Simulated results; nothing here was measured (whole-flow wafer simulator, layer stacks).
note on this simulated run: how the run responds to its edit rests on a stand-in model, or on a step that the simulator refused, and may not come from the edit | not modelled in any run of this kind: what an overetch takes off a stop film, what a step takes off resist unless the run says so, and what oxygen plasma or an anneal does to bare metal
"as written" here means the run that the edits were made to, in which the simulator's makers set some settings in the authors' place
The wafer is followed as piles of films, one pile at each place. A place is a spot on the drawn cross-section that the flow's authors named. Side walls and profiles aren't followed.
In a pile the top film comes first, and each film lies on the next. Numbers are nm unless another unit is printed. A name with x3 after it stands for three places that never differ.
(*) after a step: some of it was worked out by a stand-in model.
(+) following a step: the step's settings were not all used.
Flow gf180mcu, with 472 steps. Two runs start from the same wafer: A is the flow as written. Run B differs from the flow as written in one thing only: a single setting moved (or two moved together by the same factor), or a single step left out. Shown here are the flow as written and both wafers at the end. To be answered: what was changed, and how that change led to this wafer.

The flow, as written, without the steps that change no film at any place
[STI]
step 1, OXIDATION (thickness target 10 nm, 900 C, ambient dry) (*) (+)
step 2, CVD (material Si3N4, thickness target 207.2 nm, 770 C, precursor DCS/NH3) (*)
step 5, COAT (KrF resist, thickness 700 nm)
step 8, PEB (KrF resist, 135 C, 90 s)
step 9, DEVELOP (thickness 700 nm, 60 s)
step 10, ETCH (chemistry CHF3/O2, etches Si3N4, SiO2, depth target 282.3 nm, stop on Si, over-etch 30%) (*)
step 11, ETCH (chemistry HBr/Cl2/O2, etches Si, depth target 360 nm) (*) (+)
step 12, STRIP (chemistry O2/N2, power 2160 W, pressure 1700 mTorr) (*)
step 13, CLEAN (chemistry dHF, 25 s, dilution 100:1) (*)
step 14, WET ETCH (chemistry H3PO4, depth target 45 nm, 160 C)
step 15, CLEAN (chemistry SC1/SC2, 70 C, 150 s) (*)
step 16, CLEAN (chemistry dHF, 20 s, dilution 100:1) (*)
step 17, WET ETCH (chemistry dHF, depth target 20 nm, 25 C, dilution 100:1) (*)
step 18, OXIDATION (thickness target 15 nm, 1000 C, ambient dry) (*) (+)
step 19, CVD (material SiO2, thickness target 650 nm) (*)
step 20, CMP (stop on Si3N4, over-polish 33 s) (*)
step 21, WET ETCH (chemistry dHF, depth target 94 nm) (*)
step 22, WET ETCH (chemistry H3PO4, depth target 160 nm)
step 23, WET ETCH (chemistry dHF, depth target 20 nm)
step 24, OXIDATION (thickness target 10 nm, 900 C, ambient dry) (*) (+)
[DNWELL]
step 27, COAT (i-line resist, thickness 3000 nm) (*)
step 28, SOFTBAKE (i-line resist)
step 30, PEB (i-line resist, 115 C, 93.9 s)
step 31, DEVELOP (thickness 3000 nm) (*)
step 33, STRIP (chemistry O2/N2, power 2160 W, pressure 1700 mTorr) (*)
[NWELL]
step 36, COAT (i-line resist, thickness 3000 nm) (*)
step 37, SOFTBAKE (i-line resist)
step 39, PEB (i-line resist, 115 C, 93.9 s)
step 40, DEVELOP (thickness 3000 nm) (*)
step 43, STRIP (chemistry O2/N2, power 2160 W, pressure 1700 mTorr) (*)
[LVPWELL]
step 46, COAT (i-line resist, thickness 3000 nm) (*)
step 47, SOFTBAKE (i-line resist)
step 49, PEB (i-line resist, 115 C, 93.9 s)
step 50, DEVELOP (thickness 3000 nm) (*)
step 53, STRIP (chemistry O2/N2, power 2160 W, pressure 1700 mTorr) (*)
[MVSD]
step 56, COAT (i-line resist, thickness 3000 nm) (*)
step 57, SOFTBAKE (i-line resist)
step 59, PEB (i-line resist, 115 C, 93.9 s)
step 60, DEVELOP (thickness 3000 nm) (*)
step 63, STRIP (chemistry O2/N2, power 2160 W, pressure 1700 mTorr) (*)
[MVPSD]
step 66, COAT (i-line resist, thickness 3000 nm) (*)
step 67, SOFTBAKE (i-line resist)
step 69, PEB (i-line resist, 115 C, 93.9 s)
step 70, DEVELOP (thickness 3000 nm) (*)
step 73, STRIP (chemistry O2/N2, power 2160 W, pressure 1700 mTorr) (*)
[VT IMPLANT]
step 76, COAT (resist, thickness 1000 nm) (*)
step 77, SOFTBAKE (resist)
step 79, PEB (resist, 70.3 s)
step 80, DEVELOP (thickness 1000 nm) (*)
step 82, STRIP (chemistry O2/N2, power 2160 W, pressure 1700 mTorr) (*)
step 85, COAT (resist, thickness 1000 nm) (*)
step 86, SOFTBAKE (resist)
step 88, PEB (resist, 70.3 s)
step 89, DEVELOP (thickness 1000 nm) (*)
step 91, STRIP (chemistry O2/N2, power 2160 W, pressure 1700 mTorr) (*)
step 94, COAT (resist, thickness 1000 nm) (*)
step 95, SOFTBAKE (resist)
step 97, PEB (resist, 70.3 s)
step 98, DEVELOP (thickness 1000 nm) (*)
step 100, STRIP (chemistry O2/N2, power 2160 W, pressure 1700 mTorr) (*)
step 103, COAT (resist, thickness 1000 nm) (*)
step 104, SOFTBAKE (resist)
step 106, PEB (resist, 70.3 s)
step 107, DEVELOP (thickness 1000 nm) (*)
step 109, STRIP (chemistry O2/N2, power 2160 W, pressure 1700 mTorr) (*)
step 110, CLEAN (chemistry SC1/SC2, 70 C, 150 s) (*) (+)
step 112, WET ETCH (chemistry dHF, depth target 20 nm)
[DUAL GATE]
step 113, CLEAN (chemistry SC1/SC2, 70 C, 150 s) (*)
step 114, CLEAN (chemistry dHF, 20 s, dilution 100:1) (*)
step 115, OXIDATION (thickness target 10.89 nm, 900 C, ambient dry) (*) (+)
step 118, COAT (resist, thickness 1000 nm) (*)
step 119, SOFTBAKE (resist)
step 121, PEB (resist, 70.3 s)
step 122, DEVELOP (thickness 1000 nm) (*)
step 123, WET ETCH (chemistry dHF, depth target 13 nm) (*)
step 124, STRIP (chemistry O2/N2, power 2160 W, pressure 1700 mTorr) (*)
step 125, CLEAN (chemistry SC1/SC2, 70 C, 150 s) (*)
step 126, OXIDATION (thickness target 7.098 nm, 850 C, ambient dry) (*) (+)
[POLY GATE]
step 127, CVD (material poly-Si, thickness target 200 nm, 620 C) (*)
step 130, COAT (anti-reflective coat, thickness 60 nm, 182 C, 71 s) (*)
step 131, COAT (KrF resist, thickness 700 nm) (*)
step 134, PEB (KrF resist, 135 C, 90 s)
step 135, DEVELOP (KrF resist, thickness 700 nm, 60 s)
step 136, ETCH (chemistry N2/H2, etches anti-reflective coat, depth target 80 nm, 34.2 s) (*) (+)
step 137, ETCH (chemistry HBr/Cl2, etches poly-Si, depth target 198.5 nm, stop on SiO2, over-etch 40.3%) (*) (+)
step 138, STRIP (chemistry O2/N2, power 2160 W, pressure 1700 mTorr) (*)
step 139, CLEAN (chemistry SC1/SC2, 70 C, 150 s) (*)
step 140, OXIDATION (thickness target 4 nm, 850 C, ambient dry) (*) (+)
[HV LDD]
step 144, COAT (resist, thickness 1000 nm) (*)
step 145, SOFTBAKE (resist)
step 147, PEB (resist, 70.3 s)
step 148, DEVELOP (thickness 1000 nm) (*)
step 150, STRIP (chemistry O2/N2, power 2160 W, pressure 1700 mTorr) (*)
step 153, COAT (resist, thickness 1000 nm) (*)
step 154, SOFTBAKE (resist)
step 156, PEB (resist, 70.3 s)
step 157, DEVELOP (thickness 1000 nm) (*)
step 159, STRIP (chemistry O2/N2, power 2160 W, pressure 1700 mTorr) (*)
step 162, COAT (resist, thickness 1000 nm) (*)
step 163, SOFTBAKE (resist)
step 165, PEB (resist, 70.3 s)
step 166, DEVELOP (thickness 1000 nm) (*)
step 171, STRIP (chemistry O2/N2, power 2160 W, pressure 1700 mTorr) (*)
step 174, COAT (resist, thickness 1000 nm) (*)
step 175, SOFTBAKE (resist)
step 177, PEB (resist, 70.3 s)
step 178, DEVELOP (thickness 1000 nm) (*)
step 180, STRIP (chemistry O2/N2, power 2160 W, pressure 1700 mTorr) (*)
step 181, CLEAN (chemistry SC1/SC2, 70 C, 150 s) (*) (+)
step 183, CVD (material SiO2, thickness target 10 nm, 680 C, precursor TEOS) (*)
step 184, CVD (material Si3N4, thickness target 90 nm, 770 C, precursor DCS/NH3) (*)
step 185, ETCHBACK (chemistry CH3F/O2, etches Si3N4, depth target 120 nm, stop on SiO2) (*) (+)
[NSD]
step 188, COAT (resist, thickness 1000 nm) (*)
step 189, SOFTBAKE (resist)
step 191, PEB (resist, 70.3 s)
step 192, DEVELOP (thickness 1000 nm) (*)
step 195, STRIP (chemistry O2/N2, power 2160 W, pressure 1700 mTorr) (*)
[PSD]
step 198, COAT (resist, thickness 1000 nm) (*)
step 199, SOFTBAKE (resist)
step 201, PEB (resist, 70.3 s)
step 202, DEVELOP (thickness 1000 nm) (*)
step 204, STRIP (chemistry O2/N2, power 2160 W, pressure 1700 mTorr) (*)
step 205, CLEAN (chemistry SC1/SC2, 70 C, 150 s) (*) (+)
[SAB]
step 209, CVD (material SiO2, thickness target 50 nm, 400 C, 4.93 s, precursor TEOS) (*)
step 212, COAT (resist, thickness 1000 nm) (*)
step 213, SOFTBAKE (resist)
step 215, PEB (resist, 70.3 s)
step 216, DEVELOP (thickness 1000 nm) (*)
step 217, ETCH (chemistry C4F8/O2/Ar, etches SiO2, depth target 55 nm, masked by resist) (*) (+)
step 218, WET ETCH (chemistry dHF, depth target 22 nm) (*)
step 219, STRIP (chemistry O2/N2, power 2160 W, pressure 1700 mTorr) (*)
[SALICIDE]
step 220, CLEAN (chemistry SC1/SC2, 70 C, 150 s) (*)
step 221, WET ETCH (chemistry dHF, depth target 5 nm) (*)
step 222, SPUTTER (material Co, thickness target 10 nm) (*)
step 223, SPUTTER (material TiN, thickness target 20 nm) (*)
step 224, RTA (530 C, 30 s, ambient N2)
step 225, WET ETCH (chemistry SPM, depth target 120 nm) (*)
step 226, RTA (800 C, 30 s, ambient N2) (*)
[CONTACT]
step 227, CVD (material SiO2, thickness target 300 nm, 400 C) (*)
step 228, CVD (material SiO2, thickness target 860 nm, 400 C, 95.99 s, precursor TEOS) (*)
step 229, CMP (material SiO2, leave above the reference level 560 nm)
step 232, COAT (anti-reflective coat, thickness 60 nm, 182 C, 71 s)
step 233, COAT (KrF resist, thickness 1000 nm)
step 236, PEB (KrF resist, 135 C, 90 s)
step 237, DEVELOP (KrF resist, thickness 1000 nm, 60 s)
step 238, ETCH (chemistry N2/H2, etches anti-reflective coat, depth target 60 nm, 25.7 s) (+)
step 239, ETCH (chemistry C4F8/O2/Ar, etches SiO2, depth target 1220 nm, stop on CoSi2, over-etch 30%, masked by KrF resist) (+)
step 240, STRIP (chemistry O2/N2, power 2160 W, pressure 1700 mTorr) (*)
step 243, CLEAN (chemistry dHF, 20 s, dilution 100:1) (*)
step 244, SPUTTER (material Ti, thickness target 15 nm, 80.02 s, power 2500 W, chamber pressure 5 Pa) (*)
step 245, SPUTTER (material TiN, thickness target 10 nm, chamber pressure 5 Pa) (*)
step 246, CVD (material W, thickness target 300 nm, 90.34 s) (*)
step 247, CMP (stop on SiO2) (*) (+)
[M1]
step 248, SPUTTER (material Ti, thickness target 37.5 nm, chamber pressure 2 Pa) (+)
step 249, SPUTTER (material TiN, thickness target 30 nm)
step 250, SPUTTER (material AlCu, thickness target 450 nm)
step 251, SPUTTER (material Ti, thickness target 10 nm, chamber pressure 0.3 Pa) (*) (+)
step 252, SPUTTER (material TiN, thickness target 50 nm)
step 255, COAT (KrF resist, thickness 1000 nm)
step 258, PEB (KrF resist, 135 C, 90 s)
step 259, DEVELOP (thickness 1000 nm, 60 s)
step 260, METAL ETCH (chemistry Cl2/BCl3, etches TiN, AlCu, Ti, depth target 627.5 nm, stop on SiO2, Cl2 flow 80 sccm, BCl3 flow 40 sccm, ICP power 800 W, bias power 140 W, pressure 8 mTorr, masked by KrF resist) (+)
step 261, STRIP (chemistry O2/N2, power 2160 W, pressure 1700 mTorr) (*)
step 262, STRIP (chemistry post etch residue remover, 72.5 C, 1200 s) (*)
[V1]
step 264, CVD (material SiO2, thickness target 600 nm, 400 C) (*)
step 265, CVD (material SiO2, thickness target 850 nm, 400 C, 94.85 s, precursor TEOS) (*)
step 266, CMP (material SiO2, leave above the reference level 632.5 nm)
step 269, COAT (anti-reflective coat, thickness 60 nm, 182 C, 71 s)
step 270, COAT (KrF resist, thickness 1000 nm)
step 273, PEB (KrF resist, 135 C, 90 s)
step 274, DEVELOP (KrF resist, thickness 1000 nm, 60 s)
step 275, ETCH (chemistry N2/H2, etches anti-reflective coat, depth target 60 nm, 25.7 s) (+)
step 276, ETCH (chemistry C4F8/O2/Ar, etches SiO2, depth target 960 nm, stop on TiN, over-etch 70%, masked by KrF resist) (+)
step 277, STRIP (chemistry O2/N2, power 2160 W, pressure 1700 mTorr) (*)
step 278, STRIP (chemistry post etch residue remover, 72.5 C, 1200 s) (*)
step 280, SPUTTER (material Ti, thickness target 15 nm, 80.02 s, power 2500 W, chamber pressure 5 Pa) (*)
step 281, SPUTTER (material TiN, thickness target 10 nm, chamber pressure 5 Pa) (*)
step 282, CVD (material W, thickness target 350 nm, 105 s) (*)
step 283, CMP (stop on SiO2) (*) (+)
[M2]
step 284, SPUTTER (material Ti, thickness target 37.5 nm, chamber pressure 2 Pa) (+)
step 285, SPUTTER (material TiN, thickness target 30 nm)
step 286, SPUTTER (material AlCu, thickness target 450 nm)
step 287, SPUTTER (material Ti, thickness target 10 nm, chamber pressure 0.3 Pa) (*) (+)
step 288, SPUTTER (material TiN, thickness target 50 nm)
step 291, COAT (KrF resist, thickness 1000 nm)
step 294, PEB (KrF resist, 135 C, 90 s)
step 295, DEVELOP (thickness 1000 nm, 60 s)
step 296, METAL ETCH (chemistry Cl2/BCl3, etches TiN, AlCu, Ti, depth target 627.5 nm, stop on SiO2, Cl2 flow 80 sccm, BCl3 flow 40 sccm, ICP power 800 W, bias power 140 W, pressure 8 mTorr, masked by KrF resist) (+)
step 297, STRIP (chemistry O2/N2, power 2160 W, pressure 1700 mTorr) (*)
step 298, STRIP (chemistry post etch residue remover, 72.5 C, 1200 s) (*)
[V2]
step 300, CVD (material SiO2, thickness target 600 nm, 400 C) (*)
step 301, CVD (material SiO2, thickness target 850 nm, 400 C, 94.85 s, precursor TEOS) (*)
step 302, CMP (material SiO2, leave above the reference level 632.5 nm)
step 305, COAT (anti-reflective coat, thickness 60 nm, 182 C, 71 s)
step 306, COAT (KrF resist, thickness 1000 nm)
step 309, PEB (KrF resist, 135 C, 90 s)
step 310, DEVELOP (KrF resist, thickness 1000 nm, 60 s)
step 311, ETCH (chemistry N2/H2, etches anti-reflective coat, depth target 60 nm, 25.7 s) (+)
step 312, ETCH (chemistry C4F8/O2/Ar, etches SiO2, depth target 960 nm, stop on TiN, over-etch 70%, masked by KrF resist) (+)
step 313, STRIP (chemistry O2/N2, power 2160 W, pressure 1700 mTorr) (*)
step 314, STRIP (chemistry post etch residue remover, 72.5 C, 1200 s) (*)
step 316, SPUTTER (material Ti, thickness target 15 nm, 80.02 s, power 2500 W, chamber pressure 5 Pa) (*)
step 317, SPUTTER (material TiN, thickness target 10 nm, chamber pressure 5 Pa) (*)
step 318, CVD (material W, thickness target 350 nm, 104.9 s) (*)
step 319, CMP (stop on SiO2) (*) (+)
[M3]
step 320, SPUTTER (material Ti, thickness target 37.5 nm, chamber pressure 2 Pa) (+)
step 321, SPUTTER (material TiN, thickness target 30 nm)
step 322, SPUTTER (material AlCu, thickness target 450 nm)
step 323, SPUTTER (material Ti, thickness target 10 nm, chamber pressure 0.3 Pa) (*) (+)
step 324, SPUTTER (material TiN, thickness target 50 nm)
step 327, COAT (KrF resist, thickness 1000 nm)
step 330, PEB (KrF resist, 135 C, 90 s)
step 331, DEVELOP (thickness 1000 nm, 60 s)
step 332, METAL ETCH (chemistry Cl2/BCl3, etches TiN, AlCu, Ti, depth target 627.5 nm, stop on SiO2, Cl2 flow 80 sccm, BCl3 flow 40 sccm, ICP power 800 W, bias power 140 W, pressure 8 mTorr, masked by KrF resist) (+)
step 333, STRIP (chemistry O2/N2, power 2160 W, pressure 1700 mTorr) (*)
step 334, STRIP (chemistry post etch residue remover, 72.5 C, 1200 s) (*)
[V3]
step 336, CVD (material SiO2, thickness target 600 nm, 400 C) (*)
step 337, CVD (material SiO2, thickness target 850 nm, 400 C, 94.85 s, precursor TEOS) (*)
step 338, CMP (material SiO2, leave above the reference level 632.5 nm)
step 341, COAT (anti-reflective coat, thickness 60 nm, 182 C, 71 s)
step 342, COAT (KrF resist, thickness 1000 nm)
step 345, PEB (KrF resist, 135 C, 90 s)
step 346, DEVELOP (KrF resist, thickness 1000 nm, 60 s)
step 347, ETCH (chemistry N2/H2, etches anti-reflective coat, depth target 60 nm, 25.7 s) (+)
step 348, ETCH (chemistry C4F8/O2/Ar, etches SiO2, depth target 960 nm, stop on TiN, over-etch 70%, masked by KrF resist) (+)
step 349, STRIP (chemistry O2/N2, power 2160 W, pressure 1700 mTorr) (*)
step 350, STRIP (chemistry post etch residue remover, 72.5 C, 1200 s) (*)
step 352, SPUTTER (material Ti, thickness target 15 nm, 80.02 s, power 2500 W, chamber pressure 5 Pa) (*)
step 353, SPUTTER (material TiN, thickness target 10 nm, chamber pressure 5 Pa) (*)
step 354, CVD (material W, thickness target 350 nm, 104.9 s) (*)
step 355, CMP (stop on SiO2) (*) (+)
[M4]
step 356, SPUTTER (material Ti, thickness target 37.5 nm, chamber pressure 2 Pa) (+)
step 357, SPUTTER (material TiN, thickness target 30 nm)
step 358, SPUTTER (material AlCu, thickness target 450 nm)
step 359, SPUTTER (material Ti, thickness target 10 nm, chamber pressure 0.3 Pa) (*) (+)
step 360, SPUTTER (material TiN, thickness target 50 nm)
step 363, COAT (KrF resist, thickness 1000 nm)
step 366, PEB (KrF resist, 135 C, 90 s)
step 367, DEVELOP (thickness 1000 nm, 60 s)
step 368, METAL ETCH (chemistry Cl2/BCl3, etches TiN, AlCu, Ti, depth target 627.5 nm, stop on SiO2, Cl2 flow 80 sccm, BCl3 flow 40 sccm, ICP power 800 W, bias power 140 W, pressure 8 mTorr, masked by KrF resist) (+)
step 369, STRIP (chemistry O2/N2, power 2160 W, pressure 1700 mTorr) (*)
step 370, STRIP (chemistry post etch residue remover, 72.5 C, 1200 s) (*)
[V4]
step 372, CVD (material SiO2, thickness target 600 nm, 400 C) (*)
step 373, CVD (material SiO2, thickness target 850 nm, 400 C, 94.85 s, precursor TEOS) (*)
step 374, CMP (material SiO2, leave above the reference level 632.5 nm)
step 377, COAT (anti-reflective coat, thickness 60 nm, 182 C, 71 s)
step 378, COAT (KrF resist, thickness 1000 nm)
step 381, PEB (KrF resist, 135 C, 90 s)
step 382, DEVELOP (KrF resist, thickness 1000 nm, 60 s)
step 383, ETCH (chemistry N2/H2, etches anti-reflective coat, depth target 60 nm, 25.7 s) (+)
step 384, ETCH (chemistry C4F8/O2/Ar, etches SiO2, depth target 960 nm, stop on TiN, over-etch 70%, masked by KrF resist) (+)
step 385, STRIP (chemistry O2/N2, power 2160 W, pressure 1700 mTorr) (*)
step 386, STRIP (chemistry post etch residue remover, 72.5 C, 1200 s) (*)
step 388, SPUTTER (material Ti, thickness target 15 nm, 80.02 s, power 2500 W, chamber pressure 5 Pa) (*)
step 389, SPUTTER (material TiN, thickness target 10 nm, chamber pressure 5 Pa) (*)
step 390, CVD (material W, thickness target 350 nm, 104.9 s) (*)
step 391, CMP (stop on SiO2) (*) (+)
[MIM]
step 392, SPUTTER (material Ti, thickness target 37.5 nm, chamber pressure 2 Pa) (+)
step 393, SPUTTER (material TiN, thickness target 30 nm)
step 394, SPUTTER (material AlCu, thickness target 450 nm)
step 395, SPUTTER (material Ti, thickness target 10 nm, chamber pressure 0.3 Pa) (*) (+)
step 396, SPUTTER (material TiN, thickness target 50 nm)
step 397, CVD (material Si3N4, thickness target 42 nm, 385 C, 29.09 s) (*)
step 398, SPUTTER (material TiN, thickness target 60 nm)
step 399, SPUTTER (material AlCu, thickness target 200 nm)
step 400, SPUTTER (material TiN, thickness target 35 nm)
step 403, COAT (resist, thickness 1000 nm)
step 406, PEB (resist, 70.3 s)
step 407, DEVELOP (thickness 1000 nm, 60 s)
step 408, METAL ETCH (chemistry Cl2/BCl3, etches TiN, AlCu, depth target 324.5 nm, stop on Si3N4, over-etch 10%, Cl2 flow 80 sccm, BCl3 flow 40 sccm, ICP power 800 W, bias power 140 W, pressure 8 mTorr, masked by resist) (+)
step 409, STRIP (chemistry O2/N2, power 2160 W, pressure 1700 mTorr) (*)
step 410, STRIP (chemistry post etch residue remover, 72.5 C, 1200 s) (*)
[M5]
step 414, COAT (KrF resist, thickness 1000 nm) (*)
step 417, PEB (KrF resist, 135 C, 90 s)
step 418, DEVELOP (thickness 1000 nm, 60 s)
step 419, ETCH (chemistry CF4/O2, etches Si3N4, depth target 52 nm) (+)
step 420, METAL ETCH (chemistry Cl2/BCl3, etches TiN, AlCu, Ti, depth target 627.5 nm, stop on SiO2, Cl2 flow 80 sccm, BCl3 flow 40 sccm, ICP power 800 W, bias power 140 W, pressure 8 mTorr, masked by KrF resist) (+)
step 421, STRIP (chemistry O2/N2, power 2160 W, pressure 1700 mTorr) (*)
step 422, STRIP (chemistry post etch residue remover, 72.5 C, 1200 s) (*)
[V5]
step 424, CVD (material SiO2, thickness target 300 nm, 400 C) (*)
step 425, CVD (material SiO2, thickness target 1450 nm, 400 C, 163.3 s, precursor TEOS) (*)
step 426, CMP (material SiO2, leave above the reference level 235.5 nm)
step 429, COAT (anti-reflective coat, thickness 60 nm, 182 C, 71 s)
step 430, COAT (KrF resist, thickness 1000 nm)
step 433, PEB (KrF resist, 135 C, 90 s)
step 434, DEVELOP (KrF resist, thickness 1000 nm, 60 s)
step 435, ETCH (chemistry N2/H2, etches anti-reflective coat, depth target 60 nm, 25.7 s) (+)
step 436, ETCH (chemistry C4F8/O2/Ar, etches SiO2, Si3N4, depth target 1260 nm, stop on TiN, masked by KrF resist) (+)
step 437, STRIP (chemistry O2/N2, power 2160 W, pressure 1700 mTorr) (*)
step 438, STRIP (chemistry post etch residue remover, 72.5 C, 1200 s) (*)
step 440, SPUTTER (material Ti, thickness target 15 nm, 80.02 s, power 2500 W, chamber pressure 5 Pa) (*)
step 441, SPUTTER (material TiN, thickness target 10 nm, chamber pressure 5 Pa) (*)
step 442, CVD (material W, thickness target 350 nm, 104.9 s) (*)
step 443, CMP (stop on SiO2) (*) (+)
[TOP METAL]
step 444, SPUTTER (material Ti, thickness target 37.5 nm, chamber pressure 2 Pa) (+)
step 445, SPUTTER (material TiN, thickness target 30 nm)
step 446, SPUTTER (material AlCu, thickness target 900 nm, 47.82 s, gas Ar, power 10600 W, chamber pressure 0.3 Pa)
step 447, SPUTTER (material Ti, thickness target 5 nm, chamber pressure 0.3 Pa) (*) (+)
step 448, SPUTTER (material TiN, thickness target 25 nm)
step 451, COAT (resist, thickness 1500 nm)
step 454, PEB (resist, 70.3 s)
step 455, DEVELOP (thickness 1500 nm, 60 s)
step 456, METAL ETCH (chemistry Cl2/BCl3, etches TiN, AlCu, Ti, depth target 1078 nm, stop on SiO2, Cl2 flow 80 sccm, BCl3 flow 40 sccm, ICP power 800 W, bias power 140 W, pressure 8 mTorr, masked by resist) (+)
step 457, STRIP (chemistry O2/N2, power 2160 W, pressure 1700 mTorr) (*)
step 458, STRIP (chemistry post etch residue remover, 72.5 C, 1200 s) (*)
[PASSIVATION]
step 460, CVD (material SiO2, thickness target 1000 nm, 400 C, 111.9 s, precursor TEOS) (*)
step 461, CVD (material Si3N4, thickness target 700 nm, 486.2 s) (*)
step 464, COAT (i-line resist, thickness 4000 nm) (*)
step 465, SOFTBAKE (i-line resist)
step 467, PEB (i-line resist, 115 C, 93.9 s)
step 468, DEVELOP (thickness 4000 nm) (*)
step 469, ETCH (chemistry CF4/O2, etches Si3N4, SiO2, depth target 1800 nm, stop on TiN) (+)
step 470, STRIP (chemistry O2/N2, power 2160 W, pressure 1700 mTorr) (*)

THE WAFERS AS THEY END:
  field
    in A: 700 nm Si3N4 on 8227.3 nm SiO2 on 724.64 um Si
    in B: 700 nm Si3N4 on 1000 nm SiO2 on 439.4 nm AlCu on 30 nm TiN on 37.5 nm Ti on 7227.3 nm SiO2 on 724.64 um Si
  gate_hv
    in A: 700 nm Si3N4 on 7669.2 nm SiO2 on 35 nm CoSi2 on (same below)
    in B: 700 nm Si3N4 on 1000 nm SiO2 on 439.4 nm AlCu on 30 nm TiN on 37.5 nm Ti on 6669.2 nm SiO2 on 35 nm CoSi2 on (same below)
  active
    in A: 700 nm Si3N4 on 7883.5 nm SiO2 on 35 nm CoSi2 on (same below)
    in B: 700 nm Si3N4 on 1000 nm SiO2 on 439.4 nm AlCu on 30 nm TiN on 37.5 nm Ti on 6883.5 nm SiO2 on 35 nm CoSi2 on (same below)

The reason: step 456, METAL ETCH: depth target 484.9 nm was run, though the flow has depth target 1078 nm.

Step by step, how the change led to this:
  step 456, METAL ETCH (chemistry Cl2/BCl3, etches TiN, AlCu, Ti, depth target 1078 nm, stop on SiO2, Cl2 flow 80 sccm, BCl3 flow 40 sccm, ICP power 800 W, bias power 140 W, pressure 8 mTorr, masked by resist) (+)
      field, field__w1, field__w2 and 103 more: A -25 TiN (all of it), -5 Ti (all of it), -900 AlCu (all of it), -30 TiN (all of it), -37.5 Ti (all of it) | B -25 TiN (all of it), -5 Ti (all of it), -454.9 AlCu
      field__w8, contact, m1, m1__w1, pad, m1_nw: A -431 resist | B -194 resist
  step 457, STRIP (chemistry O2/N2, power 2160 W, pressure 1700 mTorr) (*)
      field__w8, contact, m1, m1__w1, pad, m1_nw: A -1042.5 resist (all of it) | B -1279.5 resist (all of it)
  step 458, STRIP (chemistry post etch residue remover, 72.5 C, 1200 s) (*)
      field, field__w1, field__w2 and 103 more: A nothing | B -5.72 AlCu
  step 460, CVD (material SiO2, thickness target 1000 nm, 400 C, 111.9 s, precursor TEOS) (*)
      field, field__w1, field__w2 and 103 more: A +1000 SiO2 | B +1000 SiO2 (new film)
  step 464, COAT (i-line resist, thickness 4000 nm) (*)
      field: A +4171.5 i-line resist (new film) | B +4069.8 i-line resist (new film)
      field__w8: A +3093.1 i-line resist (new film) | B +3547.4 i-line resist (new film)
      (as well as at 11 more places)
  step 465, SOFTBAKE (i-line resist)
      gate: A +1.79 i-line resist | B -1.2 i-line resist
      ld_fp_p, ld_drift_p: A +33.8 i-line resist | B +13 i-line resist
      (as well as at 66 more places)
  step 467, PEB (i-line resist, 115 C, 93.9 s)
      field__w8, m1__w1: A -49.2 i-line resist | B -58.5 i-line resist
      contact, m1: A -49.6 i-line resist | B -58.7 i-line resist
      (as well as at 2 more places)
  step 468, DEVELOP (thickness 4000 nm) (*)
      pad: A -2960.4 i-line resist (all of it) | B -3454.2 i-line resist (all of it)
  step 470, STRIP (chemistry O2/N2, power 2160 W, pressure 1700 mTorr) (*)
      field__w8, m1__w1: A -1775.9 i-line resist (all of it) | B -2261.9 i-line resist (all of it)
      contact: A -1798.3 i-line resist (all of it) | B -2269.7 i-line resist (all of it)
      (as well as at 2 more places)
Taking metal films that touch as one body, field has 1 body; the flow as written gives 0 bodies.
Taking metal films that touch as one body, gate_hv has 2 bodies (between them, from the top down: SiO2 6669.2); the flow as written gives 1 body.
Taking metal films that touch as one body, active has 2 bodies (between them, from the top down: SiO2 6883.5); the flow as written gives 1 body.
